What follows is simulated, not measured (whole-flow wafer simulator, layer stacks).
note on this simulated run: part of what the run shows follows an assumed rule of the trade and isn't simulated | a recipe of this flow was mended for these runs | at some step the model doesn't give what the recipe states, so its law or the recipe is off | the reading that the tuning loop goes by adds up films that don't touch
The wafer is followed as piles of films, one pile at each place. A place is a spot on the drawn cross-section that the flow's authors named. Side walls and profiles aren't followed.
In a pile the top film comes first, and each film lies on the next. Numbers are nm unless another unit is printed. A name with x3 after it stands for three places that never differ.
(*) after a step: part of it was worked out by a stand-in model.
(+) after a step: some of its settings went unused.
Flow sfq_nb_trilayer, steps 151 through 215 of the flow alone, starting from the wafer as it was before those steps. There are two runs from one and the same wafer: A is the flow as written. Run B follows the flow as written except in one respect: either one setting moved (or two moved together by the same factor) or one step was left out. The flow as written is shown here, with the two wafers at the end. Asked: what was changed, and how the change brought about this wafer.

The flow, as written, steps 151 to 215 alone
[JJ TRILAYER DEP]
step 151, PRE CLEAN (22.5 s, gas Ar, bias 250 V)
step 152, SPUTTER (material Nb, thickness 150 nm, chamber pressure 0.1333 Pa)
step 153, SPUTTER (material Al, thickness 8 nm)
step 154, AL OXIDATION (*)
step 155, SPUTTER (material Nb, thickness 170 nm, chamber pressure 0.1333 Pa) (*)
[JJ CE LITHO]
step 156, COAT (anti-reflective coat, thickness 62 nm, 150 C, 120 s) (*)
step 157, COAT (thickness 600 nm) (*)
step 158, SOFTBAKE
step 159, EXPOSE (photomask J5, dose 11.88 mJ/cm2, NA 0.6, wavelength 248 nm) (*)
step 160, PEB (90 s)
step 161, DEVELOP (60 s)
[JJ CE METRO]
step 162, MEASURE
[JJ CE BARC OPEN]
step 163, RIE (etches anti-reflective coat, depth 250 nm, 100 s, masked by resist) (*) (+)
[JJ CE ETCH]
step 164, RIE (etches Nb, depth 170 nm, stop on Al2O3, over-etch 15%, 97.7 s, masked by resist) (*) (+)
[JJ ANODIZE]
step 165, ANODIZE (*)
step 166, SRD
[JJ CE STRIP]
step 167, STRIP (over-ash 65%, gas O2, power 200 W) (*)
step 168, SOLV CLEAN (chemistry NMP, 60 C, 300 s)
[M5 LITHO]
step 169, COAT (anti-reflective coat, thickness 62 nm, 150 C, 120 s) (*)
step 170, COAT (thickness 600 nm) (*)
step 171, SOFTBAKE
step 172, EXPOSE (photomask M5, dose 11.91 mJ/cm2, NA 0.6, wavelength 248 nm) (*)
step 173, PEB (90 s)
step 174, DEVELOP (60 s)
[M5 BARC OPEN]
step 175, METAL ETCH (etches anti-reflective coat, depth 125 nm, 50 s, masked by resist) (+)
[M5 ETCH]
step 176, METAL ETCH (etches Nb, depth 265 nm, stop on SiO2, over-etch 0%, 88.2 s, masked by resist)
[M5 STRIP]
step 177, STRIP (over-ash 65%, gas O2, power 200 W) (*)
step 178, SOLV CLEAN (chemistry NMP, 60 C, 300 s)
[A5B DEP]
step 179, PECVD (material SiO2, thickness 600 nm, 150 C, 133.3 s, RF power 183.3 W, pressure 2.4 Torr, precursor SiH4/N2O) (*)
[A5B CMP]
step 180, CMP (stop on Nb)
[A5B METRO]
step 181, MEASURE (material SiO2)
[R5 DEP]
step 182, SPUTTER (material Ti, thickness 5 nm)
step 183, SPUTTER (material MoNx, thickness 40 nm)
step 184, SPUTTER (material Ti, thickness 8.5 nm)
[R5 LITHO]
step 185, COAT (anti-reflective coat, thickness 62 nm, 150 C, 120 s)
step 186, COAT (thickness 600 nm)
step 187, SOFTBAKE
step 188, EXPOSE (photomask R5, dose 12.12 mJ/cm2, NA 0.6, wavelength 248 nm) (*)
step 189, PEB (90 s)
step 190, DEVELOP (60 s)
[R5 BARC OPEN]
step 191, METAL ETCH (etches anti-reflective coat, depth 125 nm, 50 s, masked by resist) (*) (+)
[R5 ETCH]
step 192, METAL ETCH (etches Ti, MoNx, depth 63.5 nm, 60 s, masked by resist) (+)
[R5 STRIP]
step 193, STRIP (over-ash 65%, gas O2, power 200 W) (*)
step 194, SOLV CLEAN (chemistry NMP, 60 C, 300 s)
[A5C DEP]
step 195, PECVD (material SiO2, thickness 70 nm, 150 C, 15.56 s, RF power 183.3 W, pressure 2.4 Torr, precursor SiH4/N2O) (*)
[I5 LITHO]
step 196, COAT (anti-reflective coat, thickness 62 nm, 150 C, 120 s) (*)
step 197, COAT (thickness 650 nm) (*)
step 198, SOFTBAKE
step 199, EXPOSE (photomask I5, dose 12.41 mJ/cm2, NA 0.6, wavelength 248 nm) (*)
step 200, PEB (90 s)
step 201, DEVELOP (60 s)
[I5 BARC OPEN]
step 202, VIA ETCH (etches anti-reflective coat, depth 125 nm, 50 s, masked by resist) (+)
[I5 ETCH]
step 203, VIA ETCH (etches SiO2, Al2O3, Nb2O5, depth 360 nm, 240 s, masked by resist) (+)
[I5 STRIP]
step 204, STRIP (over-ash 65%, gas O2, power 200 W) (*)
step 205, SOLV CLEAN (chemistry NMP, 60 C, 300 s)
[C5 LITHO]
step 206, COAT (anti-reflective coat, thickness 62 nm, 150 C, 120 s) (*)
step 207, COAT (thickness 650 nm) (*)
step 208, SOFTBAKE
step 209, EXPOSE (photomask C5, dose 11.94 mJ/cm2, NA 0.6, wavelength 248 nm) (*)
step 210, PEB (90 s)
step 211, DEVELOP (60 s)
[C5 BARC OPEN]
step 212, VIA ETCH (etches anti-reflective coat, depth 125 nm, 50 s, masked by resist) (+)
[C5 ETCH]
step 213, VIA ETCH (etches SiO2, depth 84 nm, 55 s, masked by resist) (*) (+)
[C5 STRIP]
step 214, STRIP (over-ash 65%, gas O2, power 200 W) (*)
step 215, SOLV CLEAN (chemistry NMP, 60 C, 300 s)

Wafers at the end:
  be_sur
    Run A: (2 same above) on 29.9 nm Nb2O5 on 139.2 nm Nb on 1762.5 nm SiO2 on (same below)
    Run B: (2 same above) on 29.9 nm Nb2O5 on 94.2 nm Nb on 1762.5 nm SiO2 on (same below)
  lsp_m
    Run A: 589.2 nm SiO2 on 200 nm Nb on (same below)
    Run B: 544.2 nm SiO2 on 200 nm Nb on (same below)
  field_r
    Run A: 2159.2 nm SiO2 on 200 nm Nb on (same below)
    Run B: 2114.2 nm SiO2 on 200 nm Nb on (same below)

Cause: step 152, SPUTTER: thickness 105 nm was run, though the flow has thickness 150 nm.

The path from the change to this, step by step:
  step 152, SPUTTER (material Nb, thickness 150 nm, chamber pressure 0.1333 Pa)
      field_l, v_sur, via_sp and 100 more: A Nb gains 150 (new film) | B Nb gains 105 (new film)
      via_wl, via_wr: A Nb gains 129.8 | B Nb gains 74.6
      (also at 1 further place)
  step 155, SPUTTER (material Nb, thickness 170 nm, chamber pressure 0.1333 Pa) (*)
      via_w: A Nb gains 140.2 (new film) | B Nb gains 143.5 (new film)
  step 156, COAT (anti-reflective coat, thickness 62 nm, 150 C, 120 s) (*)
      via_wl, via_wr: A anti-reflective coat gains 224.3 (new film) | B anti-reflective coat gains 250.7 (new film)
      via_w: A anti-reflective coat gains 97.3 (new film) | B anti-reflective coat gains 101.6 (new film)
  step 157, COAT (thickness 600 nm) (*)
      via_w: A KrF-resist-other-grade gains 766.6 (new film) | B KrF-resist-other-grade gains 750.4 (new film)
  step 161, DEVELOP (60 s)
      via_w: A KrF-resist-other-grade loses 764.9 (all of it) | B KrF-resist-other-grade loses 748.8 (all of it)
  step 163, RIE (etches anti-reflective coat, depth 250 nm, 100 s, masked by resist) (*) (+)
      via_wl, via_wr: A anti-reflective coat loses 224.3 (all of it) | B anti-reflective coat loses 250
      via_w: A anti-reflective coat loses 97.3 (all of it) | B anti-reflective coat loses 101.6 (all of it)
  step 164, RIE (etches Nb, depth 170 nm, stop on Al2O3, over-etch 15%, 97.7 s, masked by resist) (*) (+)
      via_wl, via_wr: A Nb loses 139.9 (all of it), Al2O3 loses 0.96 (all of it) | B anti-reflective coat loses 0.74 (all of it), Nb loses 139.7 (all of it), Al2O3 loses 0.96 (all of it)
      via_w: A Nb loses 140.2 (all of it), Al2O3 loses 0.96 (all of it) | B Nb loses 143.5 (all of it), Al2O3 loses 0.96 (all of it)
  step 169, COAT (anti-reflective coat, thickness 62 nm, 150 C, 120 s) (*)
      via_wl, via_wr: A anti-reflective coat gains 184 (new film) | B anti-reflective coat gains 194 (new film)
      via_w: A anti-reflective coat gains 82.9 (new film) | B anti-reflective coat gains 76.8 (new film)
  step 176, METAL ETCH (etches Nb, depth 265 nm, stop on SiO2, over-etch 0%, 88.2 s, masked by resist)
      field_l, res, r_end and 47 more: A Al2O3 loses 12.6 (all of it), Nb2O5 loses 29.9 (all of it), Nb loses 139.2 (all of it), SiO2 loses 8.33 | B Al2O3 loses 12.6 (all of it), Nb2O5 loses 29.9 (all of it), Nb loses 94.2 (all of it), SiO2 loses 12.8
      r_sur, wl_a_sl, wl_a_m6: A Al2O3 loses 12.5 (all of it), Nb2O5 loses 29.9 (all of it), Nb loses 139.2 (all of it), SiO2 loses 8.33 | B Al2O3 loses 12.5 (all of it), Nb2O5 loses 29.9 (all of it), Nb loses 94.2 (all of it), SiO2 loses 12.8
  step 177, STRIP (over-ash 65%, gas O2, power 200 W) (*)
      via_wl: A KrF-resist-other-grade loses 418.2 (all of it), anti-reflective coat loses 184 (all of it) | B KrF-resist-other-grade loses 419.5 (all of it), anti-reflective coat loses 194 (all of it)
      via_w: A KrF-resist-other-grade loses 509.5 (all of it), anti-reflective coat loses 82.9 (all of it) | B KrF-resist-other-grade loses 503.8 (all of it), anti-reflective coat loses 76.8 (all of it)
      (also at 1 further place)
  step 179, PECVD (material SiO2, thickness 600 nm, 150 C, 133.3 s, RF power 183.3 W, pressure 2.4 Torr, precursor SiH4/N2O) (*)
      via_wl, via_wr: A SiO2 gains 600 (new film) | B SiO2 gains 618.3 (new film)
  step 180, CMP (stop on Nb)
      field_l, lsp_m, ln_m6 and 44 more: A SiO2 loses 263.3 | B SiO2 loses 303.8
      r_sur, res, r_end, moat, field_r, lsp_l: A SiO2 loses 256.4 | B SiO2 loses 303.8
      (also at 3 further places)
